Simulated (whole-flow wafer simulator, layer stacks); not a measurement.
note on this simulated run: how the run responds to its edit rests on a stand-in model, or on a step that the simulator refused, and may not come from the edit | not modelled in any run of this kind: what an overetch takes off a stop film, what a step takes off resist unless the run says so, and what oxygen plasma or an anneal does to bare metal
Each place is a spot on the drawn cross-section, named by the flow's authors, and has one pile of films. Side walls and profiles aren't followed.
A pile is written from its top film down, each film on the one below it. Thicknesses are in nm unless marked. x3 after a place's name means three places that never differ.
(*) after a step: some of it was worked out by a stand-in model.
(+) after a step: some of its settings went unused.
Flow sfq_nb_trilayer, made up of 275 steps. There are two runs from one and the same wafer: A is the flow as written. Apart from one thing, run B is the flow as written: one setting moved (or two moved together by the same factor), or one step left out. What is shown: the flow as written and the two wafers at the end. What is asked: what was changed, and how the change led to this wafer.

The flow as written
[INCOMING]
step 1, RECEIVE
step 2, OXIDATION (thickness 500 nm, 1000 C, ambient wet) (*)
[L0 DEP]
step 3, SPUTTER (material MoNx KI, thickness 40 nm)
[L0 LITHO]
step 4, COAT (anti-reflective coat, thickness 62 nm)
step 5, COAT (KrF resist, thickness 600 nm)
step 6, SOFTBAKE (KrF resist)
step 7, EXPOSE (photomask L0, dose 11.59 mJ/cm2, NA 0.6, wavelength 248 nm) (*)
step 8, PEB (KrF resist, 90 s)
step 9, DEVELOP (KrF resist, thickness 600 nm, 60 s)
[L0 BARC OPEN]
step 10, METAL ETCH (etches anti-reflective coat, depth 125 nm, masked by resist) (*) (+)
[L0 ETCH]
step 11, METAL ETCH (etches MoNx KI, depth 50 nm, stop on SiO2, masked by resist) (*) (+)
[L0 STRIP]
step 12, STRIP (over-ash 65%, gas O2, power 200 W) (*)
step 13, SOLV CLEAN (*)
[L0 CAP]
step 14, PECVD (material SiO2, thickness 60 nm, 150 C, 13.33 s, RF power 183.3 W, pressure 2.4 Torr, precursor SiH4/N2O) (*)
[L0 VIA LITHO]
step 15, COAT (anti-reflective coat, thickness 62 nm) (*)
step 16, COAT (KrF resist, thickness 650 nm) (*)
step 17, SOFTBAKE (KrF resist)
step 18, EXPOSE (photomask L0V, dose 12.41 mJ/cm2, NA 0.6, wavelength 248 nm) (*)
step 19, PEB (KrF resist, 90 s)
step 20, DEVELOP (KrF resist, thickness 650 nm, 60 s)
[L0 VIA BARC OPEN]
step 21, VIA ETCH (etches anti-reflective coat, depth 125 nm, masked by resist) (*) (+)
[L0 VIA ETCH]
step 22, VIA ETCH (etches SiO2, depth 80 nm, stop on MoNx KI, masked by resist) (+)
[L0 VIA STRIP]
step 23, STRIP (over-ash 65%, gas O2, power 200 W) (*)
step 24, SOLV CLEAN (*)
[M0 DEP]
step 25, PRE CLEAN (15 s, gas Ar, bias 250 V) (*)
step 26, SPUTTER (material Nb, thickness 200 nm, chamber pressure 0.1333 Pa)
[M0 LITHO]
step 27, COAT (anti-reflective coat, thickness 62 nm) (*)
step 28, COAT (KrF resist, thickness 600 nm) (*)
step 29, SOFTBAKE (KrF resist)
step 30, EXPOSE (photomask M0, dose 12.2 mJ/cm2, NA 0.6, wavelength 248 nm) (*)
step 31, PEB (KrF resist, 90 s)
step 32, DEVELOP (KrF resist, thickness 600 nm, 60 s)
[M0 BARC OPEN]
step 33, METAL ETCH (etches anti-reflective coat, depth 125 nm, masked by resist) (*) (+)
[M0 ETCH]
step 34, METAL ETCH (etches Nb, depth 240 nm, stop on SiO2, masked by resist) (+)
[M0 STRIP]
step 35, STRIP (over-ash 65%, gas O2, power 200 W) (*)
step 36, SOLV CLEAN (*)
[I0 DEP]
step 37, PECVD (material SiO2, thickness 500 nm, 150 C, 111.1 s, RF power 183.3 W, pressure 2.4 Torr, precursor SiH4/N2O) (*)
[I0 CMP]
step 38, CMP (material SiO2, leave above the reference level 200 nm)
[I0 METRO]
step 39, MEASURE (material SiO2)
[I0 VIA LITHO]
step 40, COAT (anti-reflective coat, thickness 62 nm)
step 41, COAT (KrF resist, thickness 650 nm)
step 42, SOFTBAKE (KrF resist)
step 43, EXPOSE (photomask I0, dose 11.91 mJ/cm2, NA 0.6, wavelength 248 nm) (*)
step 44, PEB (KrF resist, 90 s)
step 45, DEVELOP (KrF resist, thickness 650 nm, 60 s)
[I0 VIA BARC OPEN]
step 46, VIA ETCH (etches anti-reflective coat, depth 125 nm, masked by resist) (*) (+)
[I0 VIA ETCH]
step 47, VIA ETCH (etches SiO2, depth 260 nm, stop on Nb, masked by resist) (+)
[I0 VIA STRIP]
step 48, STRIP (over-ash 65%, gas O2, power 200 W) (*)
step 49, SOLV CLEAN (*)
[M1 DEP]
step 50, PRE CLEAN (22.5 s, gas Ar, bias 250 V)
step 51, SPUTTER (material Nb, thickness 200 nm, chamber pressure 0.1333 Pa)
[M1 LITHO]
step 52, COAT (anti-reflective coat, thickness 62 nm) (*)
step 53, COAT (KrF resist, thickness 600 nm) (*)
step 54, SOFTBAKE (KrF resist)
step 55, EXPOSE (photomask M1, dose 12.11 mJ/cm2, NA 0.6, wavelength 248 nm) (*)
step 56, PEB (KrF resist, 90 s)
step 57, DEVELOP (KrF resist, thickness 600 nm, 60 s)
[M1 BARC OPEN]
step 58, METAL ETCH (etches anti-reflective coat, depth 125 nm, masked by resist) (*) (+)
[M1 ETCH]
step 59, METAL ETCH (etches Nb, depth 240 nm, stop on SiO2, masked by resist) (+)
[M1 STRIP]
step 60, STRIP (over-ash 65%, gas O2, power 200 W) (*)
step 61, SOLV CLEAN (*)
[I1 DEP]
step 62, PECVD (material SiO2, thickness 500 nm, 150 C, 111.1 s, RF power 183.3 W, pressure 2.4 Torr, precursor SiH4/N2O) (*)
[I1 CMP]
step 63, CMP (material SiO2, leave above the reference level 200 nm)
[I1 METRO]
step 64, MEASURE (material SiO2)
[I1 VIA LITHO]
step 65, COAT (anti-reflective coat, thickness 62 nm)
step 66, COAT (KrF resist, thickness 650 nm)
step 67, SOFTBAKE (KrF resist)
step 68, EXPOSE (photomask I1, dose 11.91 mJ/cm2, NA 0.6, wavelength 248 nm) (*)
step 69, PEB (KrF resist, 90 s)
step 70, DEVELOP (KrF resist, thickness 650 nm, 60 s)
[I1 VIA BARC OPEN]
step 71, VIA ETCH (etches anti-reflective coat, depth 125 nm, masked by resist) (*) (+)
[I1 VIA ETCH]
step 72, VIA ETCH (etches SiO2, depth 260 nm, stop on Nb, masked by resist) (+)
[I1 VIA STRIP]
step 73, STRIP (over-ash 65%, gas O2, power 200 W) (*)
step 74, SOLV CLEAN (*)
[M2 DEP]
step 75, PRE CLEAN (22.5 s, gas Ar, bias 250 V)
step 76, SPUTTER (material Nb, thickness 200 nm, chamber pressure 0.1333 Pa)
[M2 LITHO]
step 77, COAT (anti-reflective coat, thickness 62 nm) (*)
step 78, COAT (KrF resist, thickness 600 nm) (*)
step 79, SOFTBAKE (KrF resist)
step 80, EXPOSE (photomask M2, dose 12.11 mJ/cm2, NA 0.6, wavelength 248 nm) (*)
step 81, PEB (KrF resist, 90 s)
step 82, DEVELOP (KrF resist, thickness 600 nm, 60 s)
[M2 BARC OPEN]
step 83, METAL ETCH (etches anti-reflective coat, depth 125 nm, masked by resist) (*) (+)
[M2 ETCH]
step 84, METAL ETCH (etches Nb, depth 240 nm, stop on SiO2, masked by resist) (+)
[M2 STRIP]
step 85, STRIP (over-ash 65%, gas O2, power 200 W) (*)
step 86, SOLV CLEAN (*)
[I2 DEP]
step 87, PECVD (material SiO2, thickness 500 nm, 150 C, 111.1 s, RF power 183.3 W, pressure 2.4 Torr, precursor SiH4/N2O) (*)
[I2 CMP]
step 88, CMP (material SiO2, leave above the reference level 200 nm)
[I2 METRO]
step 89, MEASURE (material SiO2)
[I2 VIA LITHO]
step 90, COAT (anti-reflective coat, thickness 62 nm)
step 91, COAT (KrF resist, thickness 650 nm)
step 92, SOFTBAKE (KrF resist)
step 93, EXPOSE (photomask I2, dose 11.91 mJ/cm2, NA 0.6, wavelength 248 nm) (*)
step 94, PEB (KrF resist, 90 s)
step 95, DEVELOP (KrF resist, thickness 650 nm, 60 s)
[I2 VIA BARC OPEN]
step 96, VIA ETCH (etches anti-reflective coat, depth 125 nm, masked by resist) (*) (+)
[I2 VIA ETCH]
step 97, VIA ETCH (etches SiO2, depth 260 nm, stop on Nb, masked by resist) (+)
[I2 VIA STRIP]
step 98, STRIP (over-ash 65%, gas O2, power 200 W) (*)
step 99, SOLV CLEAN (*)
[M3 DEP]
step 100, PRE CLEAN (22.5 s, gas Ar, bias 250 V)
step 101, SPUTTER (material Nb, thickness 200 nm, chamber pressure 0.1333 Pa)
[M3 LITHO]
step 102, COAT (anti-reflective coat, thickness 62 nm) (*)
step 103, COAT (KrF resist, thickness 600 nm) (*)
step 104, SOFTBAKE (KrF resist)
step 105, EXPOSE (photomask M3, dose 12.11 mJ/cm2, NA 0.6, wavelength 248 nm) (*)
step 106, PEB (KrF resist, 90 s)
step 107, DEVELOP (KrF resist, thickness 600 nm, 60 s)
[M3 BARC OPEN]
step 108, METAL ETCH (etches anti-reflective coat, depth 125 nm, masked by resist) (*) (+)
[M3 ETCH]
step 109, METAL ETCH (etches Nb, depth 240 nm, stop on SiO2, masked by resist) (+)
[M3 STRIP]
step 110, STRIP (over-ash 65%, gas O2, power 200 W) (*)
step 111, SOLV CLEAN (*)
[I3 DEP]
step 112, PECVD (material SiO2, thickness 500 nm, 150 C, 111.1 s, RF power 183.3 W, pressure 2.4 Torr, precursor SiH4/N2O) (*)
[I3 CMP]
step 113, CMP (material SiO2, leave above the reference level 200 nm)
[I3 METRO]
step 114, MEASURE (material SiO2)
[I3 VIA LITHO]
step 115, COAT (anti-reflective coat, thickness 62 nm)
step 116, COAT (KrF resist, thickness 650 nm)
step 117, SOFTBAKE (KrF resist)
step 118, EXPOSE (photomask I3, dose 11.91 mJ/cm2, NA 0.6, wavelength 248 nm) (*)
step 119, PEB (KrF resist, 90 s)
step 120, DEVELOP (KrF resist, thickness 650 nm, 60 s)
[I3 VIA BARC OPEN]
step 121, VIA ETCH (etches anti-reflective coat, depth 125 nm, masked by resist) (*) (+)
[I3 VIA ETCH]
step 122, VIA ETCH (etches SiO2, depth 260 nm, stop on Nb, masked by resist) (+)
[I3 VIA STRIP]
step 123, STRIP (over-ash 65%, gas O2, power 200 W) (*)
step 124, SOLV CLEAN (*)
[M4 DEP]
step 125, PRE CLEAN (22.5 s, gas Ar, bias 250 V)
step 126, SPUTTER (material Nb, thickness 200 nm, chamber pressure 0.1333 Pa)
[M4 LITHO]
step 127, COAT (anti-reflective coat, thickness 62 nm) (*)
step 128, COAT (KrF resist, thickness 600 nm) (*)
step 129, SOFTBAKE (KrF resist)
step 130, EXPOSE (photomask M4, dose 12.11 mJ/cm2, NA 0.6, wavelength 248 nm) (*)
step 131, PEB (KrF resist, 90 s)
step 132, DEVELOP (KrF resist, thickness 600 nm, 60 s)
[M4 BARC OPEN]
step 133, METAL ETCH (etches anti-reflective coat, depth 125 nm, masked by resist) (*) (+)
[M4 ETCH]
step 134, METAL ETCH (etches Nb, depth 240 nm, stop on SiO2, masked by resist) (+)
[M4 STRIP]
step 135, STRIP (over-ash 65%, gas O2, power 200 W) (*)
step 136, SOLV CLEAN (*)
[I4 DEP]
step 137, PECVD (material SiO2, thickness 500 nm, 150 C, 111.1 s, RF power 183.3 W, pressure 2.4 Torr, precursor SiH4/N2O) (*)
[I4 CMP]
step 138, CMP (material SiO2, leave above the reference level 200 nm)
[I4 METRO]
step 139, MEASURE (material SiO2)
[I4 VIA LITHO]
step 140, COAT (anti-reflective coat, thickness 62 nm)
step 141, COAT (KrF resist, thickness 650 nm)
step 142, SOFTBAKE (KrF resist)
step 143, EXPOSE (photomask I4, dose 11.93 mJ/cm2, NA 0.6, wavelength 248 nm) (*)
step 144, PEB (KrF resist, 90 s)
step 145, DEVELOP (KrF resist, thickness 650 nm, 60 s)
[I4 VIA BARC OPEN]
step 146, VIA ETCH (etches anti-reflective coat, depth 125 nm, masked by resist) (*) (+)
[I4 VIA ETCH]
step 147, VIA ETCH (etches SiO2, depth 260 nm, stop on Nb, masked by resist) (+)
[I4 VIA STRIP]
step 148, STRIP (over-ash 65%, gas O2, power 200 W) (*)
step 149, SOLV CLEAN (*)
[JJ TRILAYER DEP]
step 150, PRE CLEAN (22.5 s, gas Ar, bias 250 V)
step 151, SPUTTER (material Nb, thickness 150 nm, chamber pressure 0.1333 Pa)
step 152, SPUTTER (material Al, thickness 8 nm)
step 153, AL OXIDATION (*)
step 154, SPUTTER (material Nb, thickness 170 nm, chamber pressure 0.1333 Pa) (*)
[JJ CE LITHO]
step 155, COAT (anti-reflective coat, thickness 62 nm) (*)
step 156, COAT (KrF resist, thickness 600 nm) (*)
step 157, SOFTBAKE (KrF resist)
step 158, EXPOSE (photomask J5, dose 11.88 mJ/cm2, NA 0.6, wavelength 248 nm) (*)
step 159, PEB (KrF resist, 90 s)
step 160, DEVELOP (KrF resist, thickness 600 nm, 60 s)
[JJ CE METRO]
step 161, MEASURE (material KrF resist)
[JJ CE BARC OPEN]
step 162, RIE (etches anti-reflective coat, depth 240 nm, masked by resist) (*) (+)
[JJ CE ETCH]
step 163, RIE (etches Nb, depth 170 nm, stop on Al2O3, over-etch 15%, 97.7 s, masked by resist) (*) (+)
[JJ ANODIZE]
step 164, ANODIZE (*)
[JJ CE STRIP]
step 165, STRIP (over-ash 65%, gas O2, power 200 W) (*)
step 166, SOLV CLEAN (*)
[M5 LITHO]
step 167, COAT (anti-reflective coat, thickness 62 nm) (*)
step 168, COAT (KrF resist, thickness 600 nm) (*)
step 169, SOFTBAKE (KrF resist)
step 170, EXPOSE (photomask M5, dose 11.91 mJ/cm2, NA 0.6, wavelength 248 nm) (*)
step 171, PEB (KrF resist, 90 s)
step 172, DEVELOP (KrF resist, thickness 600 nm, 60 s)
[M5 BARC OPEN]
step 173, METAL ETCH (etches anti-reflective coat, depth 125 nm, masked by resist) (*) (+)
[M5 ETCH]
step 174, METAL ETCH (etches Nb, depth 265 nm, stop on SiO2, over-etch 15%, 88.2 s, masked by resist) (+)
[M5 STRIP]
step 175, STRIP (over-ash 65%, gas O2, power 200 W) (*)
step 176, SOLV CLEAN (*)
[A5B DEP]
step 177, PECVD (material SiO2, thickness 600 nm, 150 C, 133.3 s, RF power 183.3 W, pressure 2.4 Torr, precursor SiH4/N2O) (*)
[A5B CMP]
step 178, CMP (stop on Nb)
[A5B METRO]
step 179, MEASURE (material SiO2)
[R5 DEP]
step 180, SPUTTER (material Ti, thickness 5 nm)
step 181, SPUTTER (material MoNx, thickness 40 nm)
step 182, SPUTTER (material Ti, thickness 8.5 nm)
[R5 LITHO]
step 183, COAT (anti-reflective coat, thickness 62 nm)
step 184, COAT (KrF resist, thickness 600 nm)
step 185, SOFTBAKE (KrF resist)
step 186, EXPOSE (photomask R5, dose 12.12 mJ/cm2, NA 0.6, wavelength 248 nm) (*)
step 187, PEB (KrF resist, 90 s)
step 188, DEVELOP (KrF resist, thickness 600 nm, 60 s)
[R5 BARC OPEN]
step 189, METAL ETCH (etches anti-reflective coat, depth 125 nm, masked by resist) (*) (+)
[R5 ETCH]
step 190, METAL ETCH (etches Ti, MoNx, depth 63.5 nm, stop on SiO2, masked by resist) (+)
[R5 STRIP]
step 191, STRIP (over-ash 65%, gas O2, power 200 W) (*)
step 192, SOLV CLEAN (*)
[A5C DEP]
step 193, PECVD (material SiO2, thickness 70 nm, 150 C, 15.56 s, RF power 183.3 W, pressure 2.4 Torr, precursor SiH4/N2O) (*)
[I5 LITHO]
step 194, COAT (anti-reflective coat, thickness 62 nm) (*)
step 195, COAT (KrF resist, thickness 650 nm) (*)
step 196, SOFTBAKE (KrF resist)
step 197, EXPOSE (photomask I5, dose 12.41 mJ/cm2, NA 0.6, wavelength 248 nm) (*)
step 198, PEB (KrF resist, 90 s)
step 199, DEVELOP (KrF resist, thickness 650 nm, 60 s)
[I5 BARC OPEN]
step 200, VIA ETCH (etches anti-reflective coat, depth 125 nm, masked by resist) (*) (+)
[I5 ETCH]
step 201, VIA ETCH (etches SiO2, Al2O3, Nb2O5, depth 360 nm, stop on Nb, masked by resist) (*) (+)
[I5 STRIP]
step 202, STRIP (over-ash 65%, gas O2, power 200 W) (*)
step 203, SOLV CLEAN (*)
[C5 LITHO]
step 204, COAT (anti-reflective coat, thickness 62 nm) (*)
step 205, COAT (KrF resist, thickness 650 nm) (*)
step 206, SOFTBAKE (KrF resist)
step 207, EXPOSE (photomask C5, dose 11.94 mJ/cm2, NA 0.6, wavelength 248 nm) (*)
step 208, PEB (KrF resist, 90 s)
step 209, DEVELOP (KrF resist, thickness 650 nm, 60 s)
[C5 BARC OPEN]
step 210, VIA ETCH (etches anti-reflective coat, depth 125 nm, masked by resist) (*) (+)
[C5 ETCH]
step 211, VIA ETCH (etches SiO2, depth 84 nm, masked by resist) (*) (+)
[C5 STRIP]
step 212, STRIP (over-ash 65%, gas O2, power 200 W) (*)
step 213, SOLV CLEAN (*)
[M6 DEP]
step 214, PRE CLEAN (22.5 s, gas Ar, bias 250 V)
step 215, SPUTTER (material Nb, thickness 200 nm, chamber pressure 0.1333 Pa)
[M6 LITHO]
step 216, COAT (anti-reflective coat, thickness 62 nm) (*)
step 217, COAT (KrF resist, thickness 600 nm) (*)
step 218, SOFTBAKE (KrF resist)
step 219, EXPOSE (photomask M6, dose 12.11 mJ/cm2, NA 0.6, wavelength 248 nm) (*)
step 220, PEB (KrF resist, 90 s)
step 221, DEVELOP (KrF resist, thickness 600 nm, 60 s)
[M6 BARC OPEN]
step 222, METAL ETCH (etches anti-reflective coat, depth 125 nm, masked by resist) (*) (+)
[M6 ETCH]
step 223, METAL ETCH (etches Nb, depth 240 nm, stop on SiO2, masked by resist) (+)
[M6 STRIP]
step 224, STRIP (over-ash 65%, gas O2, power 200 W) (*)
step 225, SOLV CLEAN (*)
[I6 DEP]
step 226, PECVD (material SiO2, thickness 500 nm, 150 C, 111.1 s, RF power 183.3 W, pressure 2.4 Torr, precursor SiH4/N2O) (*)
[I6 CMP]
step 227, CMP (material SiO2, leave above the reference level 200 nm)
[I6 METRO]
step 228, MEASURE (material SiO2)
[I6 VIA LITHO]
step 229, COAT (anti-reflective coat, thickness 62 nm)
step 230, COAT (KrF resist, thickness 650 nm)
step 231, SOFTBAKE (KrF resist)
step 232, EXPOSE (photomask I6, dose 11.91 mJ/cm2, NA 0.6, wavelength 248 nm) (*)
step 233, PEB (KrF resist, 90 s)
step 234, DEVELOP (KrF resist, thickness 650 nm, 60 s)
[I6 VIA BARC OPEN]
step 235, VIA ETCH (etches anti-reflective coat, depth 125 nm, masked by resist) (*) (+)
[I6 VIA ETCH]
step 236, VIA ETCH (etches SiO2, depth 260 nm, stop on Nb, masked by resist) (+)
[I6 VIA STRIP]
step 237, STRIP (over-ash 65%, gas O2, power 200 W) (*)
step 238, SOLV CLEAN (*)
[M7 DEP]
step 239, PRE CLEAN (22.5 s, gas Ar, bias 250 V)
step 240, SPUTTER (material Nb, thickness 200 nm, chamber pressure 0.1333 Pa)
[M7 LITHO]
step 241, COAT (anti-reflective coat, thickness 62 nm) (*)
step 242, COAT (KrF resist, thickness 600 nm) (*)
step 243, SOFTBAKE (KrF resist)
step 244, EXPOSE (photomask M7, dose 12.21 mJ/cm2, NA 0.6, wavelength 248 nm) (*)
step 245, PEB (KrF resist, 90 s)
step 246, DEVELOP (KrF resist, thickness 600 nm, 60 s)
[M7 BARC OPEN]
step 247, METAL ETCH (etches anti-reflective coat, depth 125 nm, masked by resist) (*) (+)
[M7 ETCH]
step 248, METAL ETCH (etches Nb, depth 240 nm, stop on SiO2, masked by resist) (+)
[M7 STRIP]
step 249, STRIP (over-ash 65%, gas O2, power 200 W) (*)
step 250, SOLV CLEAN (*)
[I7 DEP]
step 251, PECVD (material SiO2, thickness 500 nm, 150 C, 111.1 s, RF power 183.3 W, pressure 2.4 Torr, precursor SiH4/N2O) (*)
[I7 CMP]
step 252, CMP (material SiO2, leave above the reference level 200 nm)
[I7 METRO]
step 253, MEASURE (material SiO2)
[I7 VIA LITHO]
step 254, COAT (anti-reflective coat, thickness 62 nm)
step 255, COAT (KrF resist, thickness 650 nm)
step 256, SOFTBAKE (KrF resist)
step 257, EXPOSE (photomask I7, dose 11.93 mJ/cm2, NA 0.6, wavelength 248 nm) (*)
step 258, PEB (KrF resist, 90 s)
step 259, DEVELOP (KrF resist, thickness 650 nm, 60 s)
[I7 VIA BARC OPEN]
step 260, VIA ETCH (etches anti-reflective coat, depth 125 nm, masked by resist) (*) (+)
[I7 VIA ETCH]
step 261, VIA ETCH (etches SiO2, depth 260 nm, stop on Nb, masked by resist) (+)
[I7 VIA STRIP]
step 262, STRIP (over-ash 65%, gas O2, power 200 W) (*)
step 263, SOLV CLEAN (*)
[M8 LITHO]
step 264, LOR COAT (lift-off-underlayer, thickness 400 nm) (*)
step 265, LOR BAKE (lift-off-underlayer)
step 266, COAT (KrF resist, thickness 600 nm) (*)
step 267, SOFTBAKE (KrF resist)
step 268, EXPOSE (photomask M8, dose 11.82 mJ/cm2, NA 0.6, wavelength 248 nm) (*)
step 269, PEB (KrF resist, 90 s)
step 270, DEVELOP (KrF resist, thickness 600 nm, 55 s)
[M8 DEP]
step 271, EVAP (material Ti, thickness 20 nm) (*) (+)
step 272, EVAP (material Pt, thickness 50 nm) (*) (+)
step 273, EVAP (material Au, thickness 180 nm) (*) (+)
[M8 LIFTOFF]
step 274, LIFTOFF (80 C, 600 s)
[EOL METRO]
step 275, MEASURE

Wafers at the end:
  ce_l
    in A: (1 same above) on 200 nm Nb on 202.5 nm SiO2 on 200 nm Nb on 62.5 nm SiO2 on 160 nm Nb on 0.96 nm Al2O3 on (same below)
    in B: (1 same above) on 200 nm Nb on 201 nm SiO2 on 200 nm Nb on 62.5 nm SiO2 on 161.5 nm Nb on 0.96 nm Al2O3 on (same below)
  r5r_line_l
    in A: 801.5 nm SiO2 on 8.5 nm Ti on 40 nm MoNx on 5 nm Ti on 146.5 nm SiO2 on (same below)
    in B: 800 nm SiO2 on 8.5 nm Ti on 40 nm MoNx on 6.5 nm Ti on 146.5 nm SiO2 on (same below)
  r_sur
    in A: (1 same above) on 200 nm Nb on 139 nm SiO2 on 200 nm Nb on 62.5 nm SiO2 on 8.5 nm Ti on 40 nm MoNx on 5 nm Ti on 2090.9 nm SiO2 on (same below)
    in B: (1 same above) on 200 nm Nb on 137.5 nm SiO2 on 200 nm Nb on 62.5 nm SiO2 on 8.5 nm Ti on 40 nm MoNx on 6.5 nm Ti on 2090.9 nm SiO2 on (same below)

Cause: step 180, SPUTTER: thickness 6.5 nm was run, while the flow as written has thickness 5 nm.
The wafer itself shows it: r5r_line_l has Ti 6.5, and step 180 as written asks for 5 nm.

Step by step, how the change led to this:
  step 180, SPUTTER (material Ti, thickness 5 nm)
      field_l, v_sur, via_wl and 103 more: A +5 Ti (new film) | B +6.5 Ti (new film)
  step 190, METAL ETCH (etches Ti, MoNx, depth 63.5 nm, stop on SiO2, masked by resist) (+)
      field_l, v_sur, via_wl and 92 more: A -8.5 Ti (all of it), -40 MoNx (all of it), -5 Ti (all of it) | B -8.5 Ti (all of it), -40 MoNx (all of it), -6.5 Ti (all of it)
      ce_l, c5j, ce_r, wl_jj: A -8.5 Ti (all of it), -40 MoNx (all of it), -5 Ti (all of it), -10 Nb | B -8.5 Ti (all of it), -40 MoNx (all of it), -6.5 Ti (all of it), -8.5 Nb
